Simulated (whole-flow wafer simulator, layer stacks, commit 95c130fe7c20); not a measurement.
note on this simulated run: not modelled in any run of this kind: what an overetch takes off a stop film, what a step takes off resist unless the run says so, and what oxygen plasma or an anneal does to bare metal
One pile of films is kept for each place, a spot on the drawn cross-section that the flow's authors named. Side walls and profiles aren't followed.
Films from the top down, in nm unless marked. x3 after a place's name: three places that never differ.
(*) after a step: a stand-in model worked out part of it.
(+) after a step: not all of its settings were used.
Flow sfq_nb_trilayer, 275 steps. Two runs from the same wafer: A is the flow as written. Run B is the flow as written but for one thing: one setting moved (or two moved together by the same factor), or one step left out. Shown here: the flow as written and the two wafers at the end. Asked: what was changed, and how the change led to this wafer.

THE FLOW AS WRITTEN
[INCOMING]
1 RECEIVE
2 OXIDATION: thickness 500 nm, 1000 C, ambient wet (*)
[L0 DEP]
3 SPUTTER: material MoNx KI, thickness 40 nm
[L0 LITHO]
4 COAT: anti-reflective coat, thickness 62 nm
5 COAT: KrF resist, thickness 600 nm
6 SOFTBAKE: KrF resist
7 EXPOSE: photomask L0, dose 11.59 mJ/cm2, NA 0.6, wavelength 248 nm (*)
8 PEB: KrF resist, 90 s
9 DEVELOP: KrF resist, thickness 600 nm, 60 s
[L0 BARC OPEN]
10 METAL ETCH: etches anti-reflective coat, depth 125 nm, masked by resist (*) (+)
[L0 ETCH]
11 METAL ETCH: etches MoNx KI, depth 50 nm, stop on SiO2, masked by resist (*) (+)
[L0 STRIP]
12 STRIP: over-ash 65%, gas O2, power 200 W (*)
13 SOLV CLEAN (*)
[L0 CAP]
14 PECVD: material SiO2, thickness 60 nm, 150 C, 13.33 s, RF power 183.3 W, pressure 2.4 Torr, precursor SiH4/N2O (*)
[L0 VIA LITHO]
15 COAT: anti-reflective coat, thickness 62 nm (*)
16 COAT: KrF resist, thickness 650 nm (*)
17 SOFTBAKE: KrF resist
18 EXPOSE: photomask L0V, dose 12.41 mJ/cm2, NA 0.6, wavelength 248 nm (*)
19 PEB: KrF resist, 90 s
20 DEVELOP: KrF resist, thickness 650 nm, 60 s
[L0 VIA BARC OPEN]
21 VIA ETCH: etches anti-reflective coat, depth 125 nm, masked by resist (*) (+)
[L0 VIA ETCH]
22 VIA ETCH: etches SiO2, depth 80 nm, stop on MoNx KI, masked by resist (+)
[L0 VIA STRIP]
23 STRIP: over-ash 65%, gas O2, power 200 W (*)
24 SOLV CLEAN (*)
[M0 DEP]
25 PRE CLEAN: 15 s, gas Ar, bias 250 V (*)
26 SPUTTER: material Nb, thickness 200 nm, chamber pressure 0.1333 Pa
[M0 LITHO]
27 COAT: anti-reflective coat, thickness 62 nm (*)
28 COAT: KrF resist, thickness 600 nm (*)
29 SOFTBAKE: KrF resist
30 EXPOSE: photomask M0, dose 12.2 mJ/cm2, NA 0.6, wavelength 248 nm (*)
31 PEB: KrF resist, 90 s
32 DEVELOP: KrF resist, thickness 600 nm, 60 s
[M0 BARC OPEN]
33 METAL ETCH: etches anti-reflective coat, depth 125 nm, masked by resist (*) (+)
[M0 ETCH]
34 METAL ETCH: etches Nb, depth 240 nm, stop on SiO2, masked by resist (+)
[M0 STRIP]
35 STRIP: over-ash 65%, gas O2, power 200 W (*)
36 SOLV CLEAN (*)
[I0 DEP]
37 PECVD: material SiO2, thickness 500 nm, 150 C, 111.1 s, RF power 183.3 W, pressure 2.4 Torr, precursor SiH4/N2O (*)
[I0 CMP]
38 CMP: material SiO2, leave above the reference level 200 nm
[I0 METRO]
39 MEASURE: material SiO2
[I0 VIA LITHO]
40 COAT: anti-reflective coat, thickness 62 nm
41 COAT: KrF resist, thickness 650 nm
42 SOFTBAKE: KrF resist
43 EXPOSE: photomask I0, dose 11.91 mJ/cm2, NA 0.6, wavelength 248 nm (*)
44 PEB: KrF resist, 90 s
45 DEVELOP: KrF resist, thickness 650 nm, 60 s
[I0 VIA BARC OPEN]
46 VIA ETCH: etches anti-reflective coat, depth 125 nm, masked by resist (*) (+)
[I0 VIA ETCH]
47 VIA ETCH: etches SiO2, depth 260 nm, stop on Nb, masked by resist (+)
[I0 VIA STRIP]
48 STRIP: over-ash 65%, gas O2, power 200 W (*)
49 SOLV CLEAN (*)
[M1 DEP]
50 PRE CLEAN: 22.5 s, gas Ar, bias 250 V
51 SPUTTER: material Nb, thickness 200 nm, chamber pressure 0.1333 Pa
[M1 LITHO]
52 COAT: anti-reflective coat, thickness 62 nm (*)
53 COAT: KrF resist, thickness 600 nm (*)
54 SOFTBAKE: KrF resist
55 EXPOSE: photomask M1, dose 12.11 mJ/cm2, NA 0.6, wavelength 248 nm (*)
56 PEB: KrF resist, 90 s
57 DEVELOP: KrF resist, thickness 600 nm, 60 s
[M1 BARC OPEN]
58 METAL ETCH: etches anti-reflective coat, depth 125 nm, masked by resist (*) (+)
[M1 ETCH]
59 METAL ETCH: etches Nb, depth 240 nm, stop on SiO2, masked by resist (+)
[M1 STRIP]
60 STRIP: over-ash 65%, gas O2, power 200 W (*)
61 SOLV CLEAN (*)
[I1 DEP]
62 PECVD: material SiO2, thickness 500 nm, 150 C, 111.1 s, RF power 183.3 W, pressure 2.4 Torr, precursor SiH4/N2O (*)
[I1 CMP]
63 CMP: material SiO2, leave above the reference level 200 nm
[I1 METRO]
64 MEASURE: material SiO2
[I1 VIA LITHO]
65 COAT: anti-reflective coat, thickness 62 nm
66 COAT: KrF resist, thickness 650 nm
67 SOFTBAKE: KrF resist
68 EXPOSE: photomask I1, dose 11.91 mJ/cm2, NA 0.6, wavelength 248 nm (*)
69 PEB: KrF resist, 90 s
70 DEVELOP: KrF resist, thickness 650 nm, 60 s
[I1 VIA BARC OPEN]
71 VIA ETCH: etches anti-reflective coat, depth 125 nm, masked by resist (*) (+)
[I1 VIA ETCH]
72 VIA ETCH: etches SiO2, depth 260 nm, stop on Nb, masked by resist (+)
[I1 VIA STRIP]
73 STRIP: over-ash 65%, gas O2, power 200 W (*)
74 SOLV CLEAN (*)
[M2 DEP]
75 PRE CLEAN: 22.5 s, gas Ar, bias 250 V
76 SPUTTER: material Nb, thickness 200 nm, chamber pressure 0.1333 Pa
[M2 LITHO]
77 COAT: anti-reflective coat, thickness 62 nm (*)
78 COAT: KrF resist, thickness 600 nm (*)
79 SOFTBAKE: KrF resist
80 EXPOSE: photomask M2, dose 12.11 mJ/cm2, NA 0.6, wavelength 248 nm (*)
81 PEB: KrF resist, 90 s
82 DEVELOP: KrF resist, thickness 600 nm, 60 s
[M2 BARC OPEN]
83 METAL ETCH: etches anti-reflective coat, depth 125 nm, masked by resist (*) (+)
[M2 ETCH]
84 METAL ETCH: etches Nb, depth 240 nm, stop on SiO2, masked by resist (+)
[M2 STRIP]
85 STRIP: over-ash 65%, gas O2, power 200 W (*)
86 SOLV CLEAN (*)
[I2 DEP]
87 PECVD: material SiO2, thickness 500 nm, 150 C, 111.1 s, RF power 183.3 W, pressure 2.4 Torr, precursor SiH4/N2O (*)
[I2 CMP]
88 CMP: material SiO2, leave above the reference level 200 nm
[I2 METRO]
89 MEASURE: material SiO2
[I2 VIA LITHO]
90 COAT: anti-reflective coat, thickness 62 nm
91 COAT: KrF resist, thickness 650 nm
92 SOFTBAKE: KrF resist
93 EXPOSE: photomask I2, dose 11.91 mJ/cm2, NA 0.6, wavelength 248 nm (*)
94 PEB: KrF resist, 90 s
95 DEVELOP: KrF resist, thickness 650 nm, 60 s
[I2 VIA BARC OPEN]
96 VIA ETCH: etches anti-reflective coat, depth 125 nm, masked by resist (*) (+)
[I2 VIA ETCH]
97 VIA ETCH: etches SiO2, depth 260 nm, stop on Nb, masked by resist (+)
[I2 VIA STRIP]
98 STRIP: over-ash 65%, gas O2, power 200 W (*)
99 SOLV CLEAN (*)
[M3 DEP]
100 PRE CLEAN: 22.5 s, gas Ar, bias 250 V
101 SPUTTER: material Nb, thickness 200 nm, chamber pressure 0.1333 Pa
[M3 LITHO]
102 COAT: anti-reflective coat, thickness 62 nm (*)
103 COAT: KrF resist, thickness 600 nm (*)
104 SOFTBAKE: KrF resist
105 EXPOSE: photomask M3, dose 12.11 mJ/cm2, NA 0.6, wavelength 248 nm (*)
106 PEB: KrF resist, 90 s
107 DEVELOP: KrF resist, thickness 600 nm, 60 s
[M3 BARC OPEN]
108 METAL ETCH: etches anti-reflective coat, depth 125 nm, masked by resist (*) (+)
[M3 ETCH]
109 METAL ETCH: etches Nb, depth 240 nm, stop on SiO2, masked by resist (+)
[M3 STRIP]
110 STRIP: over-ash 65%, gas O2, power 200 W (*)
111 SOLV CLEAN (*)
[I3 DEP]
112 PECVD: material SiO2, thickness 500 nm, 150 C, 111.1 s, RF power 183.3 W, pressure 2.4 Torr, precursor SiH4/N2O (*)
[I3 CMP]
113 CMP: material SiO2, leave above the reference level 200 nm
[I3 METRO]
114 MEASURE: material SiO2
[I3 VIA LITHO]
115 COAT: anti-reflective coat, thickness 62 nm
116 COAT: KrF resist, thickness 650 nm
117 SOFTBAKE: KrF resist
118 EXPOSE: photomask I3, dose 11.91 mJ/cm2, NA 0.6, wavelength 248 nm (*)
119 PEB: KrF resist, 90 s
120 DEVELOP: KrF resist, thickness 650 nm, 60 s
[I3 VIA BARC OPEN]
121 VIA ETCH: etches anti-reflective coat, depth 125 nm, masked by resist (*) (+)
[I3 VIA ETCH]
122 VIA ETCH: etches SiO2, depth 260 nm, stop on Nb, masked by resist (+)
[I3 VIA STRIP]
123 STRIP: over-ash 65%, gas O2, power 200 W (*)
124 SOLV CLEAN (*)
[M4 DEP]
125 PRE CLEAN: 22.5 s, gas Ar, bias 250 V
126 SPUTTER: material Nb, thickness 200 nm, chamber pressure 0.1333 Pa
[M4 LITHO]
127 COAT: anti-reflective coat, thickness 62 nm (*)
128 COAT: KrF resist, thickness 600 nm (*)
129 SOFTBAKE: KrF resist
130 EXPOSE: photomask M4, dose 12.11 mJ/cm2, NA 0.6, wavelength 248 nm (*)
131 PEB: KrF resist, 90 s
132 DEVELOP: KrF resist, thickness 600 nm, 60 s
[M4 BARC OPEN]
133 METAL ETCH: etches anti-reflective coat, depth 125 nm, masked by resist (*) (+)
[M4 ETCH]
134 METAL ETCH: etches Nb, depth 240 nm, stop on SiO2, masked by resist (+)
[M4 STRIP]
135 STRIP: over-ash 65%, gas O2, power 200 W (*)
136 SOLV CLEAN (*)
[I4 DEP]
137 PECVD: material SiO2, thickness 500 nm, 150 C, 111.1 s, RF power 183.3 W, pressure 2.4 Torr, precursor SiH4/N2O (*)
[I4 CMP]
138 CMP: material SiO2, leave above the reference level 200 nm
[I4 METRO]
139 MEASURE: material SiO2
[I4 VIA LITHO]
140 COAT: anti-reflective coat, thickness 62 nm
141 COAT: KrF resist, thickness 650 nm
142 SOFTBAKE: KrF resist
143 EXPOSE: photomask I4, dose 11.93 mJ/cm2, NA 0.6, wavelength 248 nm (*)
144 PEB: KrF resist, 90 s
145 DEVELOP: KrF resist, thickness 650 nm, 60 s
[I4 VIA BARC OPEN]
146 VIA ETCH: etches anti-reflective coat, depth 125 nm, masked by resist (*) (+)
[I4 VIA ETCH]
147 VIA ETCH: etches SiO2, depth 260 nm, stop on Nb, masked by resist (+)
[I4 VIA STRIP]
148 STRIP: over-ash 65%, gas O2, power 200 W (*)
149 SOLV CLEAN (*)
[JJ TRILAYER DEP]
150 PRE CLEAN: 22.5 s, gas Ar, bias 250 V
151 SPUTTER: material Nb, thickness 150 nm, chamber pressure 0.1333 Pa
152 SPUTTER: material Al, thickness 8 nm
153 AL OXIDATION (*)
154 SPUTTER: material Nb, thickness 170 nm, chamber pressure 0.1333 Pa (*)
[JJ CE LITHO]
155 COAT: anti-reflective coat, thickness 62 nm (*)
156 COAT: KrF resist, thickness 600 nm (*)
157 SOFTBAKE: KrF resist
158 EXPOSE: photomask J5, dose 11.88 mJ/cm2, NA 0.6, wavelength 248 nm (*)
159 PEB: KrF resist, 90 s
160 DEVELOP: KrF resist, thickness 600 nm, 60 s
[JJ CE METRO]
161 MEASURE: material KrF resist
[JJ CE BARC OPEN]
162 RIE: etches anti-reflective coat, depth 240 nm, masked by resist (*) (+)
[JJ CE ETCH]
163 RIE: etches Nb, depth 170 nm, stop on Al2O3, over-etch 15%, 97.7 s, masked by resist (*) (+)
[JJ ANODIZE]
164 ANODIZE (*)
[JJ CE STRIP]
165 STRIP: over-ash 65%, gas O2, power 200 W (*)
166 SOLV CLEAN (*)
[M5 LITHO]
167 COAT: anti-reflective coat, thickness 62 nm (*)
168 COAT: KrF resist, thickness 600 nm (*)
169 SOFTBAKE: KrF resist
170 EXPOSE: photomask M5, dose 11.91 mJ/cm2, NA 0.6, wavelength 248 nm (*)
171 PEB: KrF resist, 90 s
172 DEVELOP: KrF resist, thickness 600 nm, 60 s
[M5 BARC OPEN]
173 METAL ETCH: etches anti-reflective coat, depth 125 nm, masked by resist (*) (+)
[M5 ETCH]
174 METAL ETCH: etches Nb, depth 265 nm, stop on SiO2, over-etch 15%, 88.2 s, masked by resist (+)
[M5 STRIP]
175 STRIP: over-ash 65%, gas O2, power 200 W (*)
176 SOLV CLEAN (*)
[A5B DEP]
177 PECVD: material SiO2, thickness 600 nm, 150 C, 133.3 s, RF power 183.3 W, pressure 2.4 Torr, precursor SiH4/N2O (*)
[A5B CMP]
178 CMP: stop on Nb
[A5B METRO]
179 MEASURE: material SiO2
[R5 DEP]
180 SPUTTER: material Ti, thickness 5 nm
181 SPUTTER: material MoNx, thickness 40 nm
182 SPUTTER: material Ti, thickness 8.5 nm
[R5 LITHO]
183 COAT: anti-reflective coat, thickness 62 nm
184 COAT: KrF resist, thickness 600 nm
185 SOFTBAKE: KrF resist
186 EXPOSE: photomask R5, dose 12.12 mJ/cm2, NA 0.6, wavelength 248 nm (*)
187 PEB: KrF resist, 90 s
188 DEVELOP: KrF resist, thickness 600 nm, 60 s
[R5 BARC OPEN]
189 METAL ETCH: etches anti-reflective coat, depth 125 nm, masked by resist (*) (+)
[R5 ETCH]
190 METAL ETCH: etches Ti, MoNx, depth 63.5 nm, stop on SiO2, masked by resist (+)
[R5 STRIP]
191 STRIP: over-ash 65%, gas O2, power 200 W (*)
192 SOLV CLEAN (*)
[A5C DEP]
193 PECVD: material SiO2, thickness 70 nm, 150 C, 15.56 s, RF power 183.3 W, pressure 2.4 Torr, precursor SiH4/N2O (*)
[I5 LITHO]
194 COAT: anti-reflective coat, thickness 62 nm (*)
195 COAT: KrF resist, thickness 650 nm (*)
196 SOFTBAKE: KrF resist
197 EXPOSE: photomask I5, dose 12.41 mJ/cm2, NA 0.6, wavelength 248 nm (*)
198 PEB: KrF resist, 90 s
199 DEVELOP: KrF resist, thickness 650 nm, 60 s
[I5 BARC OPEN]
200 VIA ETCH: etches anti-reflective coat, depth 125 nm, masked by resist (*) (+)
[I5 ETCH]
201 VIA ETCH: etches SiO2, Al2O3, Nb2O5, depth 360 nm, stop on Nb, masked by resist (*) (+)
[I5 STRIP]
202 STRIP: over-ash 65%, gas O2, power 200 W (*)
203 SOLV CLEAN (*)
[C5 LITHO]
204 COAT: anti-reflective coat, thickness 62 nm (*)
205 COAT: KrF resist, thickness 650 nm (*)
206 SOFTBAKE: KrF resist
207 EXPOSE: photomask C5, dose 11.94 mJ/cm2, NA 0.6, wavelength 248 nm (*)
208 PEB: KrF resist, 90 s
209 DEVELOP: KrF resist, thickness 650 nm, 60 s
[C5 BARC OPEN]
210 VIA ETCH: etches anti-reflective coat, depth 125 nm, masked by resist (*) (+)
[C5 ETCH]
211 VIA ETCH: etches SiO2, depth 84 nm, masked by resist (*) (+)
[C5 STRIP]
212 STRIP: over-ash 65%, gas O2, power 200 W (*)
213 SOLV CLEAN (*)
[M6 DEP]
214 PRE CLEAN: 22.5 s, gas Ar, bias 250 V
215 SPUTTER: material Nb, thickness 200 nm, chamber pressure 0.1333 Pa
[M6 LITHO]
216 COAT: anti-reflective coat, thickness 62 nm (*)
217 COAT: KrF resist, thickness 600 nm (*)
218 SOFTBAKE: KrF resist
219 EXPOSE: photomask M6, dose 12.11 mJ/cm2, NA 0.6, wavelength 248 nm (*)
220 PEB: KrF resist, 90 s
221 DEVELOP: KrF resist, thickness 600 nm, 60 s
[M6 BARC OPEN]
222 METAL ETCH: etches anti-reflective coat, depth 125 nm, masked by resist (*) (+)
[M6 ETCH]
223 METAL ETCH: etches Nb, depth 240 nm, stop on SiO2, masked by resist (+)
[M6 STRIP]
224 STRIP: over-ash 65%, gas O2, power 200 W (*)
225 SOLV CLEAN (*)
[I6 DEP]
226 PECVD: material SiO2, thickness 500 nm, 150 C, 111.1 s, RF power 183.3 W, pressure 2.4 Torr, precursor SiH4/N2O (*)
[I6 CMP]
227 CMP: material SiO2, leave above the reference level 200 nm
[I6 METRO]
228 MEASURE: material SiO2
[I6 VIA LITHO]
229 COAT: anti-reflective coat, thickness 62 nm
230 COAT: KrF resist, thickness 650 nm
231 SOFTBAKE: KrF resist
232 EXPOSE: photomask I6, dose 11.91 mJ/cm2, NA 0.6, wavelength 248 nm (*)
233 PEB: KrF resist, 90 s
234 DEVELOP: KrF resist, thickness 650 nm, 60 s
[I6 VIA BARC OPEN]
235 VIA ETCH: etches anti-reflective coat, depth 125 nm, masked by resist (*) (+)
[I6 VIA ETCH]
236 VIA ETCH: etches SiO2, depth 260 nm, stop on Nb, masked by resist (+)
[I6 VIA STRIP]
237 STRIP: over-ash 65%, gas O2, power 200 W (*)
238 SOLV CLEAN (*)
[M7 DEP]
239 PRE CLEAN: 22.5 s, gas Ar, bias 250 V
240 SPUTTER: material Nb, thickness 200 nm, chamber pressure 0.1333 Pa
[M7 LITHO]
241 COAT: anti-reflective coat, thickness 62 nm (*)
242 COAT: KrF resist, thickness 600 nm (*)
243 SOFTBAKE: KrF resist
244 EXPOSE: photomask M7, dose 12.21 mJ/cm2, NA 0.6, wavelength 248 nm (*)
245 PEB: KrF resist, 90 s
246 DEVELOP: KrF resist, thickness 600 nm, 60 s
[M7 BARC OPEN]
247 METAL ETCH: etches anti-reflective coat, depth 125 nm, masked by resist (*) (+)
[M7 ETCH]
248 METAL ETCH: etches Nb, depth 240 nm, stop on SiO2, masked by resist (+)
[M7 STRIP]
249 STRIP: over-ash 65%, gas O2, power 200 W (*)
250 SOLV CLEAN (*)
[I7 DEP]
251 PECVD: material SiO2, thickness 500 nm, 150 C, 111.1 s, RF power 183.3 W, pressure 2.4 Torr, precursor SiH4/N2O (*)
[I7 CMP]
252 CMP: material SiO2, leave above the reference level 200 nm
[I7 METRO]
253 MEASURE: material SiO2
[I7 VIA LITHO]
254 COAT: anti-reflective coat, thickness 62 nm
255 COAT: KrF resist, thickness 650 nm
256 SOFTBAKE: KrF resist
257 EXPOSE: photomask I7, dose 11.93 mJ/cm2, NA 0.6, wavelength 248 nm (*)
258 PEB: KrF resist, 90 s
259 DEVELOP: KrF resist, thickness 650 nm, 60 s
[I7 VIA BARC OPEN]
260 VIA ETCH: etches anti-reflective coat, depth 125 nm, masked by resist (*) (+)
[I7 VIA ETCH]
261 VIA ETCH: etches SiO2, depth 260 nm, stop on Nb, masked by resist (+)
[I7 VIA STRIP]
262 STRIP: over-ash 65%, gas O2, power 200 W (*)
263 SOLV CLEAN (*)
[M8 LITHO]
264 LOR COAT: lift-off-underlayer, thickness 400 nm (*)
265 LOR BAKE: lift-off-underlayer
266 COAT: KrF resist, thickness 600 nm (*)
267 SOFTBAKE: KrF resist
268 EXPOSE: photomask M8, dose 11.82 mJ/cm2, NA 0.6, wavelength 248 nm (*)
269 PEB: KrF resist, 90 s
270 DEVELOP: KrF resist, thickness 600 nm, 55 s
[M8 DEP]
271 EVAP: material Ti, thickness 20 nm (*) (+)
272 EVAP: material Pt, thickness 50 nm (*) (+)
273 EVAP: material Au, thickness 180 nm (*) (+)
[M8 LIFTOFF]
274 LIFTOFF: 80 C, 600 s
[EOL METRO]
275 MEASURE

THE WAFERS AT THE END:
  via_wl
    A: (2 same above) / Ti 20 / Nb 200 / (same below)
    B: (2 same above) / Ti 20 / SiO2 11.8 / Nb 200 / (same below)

The cause: step 261, VIA ETCH: depth 188 nm was run, where the flow has depth 260 nm.

How the change led to this, step by step:
  261 VIA ETCH: etches SiO2, depth 260 nm, stop on Nb, masked by resist (+)
      via_wl, via_w, via_wr: A SiO2 -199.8 (all of it) | B SiO2 -188
      field_l, v_sur, via_sp and 100 more: A KrF resist -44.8 | B KrF resist -32.4
  262 STRIP: over-ash 65%, gas O2, power 200 W (*)
      field_l, v_sur, via_sp and 100 more: A KrF resist -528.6 (all of it), anti-reflective coat -62 (all of it) | B KrF resist -541 (all of it), anti-reflective coat -62 (all of it)
Counting metal films that touch as one body, via_wl has 8 bodies (between them, from the top down: SiO2 11.8; SiO2 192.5; SiO2 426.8 / Al2O3 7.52 / Nb2O5 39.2; SiO2 192.5; SiO2 192.5; SiO2 192.5; SiO2 192.5); the flow as written gives 7 bodies (between them, from the top down: SiO2 192.5; SiO2 426.8 / Al2O3 7.52 / Nb2O5 39.2; SiO2 192.5; SiO2 192.5; SiO2 192.5; SiO2 192.5).
